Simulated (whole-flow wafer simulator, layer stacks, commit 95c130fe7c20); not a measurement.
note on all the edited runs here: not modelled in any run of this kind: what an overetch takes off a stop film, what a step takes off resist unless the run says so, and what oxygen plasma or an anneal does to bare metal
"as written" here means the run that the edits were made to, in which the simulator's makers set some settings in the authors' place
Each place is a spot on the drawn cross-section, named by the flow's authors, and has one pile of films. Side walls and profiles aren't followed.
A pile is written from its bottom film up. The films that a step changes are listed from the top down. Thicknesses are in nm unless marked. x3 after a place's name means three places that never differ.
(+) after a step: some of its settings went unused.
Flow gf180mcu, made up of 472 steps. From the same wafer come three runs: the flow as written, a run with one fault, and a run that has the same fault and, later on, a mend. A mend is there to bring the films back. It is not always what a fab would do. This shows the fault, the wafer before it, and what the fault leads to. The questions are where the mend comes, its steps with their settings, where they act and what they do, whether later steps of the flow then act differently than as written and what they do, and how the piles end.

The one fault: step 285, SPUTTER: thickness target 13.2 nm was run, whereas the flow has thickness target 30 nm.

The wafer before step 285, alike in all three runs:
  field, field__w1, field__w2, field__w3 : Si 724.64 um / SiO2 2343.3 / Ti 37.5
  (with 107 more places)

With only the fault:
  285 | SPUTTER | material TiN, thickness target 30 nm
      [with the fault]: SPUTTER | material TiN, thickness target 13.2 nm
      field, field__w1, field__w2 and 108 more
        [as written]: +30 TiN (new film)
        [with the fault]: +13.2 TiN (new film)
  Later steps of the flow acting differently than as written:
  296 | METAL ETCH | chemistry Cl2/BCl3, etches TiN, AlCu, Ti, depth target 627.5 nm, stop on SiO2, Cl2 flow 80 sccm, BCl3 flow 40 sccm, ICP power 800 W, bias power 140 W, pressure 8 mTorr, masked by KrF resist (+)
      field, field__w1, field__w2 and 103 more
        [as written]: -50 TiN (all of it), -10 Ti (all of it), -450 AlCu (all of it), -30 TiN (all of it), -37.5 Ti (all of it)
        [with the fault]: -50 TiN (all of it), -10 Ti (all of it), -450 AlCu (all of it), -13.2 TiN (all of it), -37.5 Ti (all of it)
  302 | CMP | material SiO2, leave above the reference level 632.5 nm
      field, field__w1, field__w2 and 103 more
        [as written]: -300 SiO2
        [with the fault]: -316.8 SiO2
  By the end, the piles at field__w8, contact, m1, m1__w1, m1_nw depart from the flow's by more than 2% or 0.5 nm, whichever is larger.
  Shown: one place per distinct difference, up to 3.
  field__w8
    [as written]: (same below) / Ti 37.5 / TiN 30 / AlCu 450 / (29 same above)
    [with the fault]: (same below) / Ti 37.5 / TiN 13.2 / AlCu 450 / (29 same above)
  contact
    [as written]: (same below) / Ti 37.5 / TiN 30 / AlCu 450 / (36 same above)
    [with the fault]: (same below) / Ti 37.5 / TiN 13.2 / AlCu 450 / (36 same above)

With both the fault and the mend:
  After step 285 comes the mend.
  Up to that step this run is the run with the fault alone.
  285a | SPUTTER | material TiN, thickness target 16.8 nm (a further turn of the flow's step 285, with different settings)
      field, field__w1, field__w2 and 108 more
        +16.8 TiN
  None of the later steps of the flow acts differently than as written at any place that is followed.
  The piles end the same as the flow's at every place that both follow.
